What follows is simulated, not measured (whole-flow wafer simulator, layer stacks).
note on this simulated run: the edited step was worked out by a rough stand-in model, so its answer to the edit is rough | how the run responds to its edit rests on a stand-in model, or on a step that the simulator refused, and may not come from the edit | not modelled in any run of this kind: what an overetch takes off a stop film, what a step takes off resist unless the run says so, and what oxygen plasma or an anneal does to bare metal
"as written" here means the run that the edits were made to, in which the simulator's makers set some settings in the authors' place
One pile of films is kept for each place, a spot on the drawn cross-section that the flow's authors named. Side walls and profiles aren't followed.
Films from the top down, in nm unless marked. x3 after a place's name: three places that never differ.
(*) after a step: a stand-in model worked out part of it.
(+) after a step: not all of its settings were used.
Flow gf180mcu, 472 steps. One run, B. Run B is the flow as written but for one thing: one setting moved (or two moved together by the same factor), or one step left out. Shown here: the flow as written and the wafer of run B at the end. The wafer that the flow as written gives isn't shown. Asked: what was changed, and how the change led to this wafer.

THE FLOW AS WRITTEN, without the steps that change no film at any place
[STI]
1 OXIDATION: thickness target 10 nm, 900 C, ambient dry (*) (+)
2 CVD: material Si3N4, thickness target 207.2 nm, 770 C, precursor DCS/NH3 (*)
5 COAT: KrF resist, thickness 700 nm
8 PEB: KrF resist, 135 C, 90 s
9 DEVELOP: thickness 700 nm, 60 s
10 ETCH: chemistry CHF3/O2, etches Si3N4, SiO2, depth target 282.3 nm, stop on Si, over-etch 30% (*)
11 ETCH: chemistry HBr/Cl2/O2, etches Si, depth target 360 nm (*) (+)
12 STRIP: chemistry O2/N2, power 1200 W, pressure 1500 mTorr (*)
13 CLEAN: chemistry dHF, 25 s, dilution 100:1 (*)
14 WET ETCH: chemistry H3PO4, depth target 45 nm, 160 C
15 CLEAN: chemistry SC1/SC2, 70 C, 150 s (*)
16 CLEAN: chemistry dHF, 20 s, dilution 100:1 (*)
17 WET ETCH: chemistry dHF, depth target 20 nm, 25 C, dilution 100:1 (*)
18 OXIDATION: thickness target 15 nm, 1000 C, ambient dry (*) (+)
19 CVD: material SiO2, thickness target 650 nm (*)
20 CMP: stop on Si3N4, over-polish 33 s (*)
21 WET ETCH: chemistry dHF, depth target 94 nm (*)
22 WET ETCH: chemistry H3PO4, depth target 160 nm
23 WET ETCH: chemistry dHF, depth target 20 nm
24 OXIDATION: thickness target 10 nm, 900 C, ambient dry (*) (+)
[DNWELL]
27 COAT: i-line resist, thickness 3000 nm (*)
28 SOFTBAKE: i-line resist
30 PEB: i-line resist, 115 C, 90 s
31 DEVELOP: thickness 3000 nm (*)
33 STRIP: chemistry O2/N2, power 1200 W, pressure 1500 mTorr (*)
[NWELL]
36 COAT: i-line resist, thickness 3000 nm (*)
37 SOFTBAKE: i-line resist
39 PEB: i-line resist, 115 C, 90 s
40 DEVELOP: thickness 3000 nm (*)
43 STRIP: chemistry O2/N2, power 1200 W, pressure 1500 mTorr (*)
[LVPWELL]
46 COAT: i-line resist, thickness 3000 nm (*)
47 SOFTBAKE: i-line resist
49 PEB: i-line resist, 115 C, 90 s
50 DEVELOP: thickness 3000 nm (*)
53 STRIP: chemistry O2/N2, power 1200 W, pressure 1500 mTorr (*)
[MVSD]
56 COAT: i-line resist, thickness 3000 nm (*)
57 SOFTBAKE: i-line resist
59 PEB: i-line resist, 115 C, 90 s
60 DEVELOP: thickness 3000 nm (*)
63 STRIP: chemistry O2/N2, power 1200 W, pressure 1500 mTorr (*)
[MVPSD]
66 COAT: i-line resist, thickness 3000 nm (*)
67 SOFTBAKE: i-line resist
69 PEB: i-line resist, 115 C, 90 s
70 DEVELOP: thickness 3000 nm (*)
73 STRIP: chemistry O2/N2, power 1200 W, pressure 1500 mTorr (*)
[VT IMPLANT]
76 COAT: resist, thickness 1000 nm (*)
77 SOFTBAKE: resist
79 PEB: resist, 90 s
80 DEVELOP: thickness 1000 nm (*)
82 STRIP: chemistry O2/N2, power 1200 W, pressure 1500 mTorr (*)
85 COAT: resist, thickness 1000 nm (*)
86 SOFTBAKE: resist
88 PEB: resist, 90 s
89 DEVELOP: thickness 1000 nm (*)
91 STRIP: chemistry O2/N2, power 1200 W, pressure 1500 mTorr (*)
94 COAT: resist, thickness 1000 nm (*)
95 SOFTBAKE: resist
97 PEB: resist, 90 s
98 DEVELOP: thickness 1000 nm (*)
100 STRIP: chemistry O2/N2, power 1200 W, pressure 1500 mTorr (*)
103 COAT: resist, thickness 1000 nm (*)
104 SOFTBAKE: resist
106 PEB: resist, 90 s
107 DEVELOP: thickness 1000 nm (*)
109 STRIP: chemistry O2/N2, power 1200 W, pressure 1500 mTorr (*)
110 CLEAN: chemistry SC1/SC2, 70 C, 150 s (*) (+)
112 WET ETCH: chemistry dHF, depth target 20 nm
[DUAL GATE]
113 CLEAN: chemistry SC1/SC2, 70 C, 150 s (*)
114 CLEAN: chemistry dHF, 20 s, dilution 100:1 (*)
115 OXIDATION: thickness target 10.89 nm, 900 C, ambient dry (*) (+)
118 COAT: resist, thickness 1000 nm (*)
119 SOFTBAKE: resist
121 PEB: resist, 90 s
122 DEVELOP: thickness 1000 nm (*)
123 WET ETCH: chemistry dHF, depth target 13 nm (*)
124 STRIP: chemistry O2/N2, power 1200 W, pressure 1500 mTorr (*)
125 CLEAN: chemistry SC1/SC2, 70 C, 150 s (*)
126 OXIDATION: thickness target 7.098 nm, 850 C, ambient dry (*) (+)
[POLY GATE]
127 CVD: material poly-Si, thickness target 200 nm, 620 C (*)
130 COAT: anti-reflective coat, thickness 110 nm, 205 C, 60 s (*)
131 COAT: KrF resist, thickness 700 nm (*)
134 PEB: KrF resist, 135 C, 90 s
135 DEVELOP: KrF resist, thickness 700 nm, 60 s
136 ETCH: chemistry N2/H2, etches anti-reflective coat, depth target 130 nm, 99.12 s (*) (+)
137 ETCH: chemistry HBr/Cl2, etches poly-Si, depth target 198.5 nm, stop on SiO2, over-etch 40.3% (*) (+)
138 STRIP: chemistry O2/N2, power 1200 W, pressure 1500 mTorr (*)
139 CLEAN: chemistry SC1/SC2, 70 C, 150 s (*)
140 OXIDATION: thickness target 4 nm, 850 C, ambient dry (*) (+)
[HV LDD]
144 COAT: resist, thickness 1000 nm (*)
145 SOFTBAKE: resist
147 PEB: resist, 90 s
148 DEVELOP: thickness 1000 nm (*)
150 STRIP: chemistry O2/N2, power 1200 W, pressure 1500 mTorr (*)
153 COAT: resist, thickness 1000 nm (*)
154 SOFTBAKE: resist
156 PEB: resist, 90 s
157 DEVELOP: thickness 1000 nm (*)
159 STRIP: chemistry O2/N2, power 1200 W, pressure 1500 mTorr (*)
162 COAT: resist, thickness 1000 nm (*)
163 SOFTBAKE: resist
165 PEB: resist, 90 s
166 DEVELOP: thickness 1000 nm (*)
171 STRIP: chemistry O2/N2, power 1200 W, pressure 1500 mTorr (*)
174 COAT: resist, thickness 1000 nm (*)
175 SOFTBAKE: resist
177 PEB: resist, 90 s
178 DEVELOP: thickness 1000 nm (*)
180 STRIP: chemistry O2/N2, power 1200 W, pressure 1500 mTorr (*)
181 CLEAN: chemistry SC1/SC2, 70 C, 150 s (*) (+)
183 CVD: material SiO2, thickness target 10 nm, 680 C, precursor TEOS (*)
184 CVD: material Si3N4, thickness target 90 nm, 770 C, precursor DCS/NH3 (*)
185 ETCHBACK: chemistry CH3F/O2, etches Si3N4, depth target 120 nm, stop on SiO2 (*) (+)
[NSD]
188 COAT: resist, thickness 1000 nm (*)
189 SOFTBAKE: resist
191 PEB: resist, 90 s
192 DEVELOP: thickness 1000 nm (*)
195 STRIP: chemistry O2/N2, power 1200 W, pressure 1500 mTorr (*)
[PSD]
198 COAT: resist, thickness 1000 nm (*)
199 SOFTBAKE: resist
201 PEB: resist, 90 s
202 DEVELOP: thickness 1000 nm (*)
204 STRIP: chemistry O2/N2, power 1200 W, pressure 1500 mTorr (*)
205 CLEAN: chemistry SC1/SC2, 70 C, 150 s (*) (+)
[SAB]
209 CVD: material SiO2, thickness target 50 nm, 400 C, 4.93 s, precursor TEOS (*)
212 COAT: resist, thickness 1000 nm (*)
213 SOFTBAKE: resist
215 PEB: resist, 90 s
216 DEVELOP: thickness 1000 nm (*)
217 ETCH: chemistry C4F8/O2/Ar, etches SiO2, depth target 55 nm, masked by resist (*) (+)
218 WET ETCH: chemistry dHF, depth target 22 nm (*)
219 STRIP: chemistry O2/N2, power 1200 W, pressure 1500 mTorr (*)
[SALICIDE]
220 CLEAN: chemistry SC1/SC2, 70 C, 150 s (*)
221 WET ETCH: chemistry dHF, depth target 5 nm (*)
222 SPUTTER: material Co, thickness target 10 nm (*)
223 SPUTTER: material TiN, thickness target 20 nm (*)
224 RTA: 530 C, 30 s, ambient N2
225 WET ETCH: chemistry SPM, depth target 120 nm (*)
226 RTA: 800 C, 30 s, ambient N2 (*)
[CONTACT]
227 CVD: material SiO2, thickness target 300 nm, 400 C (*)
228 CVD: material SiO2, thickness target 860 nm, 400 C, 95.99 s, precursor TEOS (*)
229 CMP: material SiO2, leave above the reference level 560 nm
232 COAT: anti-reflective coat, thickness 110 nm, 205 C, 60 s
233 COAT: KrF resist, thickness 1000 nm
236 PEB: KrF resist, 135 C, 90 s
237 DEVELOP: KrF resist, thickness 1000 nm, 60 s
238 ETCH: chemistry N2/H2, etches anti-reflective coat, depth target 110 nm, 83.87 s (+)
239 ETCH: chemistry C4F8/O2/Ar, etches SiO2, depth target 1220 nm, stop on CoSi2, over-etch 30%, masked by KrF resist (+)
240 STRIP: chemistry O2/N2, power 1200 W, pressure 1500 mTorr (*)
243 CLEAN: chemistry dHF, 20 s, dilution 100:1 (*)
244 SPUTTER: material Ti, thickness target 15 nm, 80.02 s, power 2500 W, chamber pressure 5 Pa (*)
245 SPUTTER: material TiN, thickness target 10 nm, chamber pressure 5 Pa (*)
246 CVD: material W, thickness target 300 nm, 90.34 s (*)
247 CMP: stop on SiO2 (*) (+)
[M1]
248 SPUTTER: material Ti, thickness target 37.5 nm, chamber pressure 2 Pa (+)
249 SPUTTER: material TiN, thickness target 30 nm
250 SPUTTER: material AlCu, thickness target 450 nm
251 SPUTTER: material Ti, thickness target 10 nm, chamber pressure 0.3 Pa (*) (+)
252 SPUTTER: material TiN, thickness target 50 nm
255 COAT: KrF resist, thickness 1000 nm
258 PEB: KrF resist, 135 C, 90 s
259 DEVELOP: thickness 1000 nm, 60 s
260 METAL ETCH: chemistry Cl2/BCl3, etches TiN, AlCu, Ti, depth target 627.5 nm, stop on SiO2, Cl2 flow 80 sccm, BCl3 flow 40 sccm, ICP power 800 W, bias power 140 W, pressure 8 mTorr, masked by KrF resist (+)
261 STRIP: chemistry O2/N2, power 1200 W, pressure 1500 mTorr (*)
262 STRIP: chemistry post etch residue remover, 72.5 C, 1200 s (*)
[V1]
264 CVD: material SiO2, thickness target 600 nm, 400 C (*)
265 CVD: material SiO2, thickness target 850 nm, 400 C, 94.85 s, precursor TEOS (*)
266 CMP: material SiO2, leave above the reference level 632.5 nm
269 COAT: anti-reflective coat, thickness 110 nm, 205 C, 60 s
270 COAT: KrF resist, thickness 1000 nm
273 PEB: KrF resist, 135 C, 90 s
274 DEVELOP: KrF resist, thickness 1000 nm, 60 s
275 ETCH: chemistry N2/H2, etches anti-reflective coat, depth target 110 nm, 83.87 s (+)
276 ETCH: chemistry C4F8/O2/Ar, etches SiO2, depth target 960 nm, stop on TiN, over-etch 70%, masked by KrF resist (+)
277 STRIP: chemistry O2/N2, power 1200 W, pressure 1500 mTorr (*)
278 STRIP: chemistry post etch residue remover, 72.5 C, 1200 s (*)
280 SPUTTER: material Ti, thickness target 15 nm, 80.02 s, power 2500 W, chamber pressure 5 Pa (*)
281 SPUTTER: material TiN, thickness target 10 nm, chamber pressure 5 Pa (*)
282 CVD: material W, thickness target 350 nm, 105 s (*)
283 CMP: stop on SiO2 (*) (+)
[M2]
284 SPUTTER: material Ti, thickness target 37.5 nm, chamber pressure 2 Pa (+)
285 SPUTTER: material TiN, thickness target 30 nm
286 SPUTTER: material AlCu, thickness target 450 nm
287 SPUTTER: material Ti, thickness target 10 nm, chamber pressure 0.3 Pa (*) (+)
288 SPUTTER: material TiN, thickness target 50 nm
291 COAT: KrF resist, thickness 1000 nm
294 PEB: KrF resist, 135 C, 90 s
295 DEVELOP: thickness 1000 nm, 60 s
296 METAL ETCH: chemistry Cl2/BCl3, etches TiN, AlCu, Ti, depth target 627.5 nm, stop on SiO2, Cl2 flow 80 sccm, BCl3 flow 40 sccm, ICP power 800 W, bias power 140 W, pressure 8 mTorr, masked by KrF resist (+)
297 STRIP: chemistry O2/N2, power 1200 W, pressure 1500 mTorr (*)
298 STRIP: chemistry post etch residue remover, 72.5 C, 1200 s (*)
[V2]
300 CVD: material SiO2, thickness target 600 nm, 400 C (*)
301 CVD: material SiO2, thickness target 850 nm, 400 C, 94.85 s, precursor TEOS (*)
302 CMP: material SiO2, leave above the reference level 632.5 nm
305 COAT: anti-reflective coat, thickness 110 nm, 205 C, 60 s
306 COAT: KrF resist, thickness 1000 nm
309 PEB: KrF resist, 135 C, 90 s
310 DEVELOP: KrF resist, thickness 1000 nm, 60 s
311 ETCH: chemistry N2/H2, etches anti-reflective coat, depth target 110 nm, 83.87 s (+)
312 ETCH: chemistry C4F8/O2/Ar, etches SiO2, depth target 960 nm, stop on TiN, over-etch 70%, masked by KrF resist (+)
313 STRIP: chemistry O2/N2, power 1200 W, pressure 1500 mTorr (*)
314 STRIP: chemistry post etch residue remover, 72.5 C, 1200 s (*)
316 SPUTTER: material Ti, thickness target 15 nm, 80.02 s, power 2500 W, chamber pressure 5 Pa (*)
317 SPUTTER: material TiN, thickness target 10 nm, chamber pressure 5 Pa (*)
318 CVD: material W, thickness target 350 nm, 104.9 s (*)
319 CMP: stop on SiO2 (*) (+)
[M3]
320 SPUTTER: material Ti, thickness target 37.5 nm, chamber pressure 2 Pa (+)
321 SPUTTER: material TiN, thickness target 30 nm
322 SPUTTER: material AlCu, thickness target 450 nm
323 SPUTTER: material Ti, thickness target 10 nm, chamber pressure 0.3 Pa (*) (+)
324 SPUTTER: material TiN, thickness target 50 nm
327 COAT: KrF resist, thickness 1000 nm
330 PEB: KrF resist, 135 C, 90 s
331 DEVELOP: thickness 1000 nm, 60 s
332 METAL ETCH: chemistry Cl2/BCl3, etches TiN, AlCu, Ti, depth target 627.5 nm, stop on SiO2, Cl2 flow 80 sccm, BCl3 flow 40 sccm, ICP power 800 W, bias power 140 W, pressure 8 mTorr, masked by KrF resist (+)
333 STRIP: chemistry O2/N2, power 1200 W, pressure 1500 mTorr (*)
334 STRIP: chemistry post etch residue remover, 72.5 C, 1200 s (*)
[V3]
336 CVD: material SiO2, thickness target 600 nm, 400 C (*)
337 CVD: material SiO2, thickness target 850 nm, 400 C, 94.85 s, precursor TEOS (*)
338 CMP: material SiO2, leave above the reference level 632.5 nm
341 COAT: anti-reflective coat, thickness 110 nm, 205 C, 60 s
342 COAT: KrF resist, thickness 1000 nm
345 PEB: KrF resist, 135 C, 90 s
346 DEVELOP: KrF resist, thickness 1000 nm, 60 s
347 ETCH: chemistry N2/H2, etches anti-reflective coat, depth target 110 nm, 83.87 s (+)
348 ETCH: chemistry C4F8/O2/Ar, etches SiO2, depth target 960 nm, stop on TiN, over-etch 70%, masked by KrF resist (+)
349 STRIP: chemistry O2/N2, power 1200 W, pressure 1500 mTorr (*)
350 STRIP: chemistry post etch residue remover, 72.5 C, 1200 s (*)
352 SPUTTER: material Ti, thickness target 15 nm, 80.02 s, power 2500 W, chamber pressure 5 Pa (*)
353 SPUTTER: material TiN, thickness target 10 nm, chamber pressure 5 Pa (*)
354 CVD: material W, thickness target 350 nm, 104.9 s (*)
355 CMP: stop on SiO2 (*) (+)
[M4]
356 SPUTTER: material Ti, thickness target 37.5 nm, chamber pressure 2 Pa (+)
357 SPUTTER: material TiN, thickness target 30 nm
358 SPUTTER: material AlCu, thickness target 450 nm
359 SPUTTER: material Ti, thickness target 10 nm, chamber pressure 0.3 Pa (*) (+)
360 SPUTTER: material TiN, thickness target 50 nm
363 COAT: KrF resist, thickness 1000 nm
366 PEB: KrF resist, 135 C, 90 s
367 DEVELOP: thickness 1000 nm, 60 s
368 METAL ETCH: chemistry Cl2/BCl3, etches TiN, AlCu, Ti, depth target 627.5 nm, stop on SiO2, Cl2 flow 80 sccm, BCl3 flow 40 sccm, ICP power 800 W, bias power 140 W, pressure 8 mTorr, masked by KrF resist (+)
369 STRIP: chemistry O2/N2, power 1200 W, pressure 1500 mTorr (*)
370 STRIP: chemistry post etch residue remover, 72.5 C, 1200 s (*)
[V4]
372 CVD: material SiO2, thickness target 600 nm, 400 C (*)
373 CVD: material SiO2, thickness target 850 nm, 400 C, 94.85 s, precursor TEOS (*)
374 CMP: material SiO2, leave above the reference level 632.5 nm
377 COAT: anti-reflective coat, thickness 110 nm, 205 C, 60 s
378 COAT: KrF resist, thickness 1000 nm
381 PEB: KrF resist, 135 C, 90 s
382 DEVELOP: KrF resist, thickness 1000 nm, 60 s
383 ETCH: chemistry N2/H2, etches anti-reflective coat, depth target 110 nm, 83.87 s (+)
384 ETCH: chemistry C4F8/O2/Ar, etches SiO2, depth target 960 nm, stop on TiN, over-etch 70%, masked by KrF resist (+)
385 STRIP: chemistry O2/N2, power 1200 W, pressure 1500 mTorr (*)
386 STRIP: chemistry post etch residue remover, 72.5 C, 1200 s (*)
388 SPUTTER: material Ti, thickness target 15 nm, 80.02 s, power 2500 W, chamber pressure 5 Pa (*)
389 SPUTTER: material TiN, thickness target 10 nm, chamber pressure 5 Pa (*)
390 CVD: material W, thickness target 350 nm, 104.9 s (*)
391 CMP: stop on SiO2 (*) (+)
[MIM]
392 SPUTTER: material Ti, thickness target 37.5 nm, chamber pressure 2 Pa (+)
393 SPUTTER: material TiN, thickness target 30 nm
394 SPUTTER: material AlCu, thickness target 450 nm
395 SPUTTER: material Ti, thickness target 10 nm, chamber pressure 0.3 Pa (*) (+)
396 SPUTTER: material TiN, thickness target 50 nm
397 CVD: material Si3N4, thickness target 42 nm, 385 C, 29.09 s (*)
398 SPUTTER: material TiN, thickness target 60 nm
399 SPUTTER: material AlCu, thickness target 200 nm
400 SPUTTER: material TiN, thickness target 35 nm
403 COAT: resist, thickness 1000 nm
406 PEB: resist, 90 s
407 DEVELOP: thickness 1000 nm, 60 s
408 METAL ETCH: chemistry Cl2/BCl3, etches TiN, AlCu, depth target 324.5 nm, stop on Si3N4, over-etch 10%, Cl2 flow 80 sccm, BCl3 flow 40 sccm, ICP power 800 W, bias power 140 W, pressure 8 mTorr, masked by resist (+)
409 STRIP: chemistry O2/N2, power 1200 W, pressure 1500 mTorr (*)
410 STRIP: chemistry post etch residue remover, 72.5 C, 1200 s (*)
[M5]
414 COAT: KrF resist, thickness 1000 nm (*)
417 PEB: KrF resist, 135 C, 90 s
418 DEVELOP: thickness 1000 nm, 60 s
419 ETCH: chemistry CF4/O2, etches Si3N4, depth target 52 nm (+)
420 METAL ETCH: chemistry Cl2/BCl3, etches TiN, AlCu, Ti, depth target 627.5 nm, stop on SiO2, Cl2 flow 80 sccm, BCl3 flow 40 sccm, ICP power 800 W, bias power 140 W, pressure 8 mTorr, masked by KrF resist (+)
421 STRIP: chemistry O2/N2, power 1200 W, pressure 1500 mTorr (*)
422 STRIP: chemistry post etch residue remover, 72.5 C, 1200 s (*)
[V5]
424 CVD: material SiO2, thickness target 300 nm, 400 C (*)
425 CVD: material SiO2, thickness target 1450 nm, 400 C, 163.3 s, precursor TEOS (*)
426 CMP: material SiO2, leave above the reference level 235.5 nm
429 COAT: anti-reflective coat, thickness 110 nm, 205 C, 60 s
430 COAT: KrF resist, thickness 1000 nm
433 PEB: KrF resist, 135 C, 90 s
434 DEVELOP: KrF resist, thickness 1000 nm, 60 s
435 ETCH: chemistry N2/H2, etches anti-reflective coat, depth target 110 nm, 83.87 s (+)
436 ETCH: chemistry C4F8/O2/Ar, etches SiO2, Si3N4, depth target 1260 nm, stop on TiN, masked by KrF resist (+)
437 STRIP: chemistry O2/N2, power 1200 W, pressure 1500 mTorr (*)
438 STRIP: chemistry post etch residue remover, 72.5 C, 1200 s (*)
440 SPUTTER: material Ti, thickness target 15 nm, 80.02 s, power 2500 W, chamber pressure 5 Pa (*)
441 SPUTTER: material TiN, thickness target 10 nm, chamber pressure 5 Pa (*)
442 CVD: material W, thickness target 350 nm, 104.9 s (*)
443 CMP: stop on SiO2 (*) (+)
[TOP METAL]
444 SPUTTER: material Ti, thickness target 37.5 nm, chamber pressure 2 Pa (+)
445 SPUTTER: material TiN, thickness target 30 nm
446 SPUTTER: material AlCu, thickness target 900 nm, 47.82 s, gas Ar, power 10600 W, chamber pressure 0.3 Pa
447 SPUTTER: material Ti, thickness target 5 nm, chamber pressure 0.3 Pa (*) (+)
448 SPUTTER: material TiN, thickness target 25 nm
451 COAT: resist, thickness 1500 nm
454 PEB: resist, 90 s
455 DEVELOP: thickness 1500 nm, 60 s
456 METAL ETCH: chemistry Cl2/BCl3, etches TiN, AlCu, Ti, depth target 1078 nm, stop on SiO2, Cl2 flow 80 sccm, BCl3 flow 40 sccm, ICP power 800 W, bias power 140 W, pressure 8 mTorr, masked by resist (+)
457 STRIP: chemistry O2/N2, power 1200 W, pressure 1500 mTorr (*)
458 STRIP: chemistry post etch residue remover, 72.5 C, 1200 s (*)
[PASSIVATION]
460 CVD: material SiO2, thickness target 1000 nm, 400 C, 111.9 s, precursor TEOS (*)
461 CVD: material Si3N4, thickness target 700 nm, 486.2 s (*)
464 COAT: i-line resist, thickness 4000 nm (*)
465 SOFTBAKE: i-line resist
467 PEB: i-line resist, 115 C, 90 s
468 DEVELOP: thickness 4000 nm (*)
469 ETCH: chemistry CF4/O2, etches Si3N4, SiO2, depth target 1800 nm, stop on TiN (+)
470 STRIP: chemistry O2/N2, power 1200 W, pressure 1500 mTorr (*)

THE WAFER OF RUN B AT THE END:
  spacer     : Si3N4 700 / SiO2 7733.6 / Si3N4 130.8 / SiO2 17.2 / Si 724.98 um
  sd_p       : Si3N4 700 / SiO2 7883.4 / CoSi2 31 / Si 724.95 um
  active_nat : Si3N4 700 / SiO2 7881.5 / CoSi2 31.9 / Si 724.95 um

The cause: step 184, CVD: thickness target 135 nm was run, where the flow has thickness target 90 nm; step 185, ETCHBACK: depth target 180 nm was run, where the flow has depth target 120 nm.

How the change led to this, step by step:
  184 CVD: material Si3N4, thickness target 90 nm, 770 C, precursor DCS/NH3 (*)
      field, field__w1, field__w2 and 101 more: Si3N4 +135 (new film) (as written it would be: Si3N4 +90 (new film))
  185 ETCHBACK: chemistry CH3F/O2, etches Si3N4, depth target 120 nm, stop on SiO2 (*) (+)
      field, field__w1, field__w2 and 100 more: Si3N4 -135 (all of it), SiO2 -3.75 (as written it would be: Si3N4 -90 (all of it), SiO2 -2.5)
  188 COAT: resist, thickness 1000 nm (*)
      spacer: resist +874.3 (new film) (as written it would be: resist +920.3 (new film))
  189 SOFTBAKE: resist
      field: nothing (as written it would be: resist +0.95)
      field__w9: resist -1.02 (as written it would be: resist +1.85)
  191 PEB: resist, 90 s
      spacer: resist -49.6 (as written it would be: resist -52.3)
  192 DEVELOP: thickness 1000 nm (*)
      spacer: resist -824.7 (all of it) (as written it would be: resist -868 (all of it))
  198 COAT: resist, thickness 1000 nm (*)
      spacer: resist +874.3 (new film) (as written it would be: resist +920.3 (new film))
  199 SOFTBAKE: resist
      field: nothing (as written it would be: resist +0.95)
      field__w9: resist -1.02 (as written it would be: resist +1.85)
  201 PEB: resist, 90 s
      spacer: resist -49.6 (as written it would be: resist -52.3)
  204 STRIP: chemistry O2/N2, power 1200 W, pressure 1500 mTorr (*)
      spacer: resist -824.7 (all of it) (as written it would be: resist -868 (all of it))
  212 COAT: resist, thickness 1000 nm (*)
      spacer: resist +873.1 (new film) (as written it would be: resist +919.2 (new film))
  215 PEB: resist, 90 s
      spacer: resist -49.5 (as written it would be: resist -52.3)
  216 DEVELOP: thickness 1000 nm (*)
      spacer: resist -823.6 (all of it) (as written it would be: resist -866.9 (all of it))
  218 WET ETCH: chemistry dHF, depth target 22 nm (*)
      gate, gate_hv, gate_p and 23 more: SiO2 -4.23 (all of it) (as written it would be: SiO2 -5.48 (all of it))
      active, p_well, sd_n, iso_ptap_pw, iso_ntap_nw, iso_ptap_sub, vpnp_e: SiO2 -7.76 (all of it) (as written it would be: SiO2 -9.01 (all of it))
      (and at 16 more places)
  222 SPUTTER: material Co, thickness target 10 nm (*)
      field__w3: Co +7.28 (new film) (as written it would be: Co +8.06 (new film))
      field__w12: Co +5.6 (new film) (as written it would be: Co +6.15 (new film))
      (and at 3 more places)
  223 SPUTTER: material TiN, thickness target 20 nm (*)
      field__w2: TiN +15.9 (new film) (as written it would be: TiN +17 (new film))
      field__w3: TiN +14.1 (new film) (as written it would be: TiN +15.7 (new film))
      (and at 6 more places)
  ... 3 more steps ...
  229 CMP: material SiO2, leave above the reference level 560 nm
      spacer: SiO2 -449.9 (as written it would be: SiO2 -404.9)
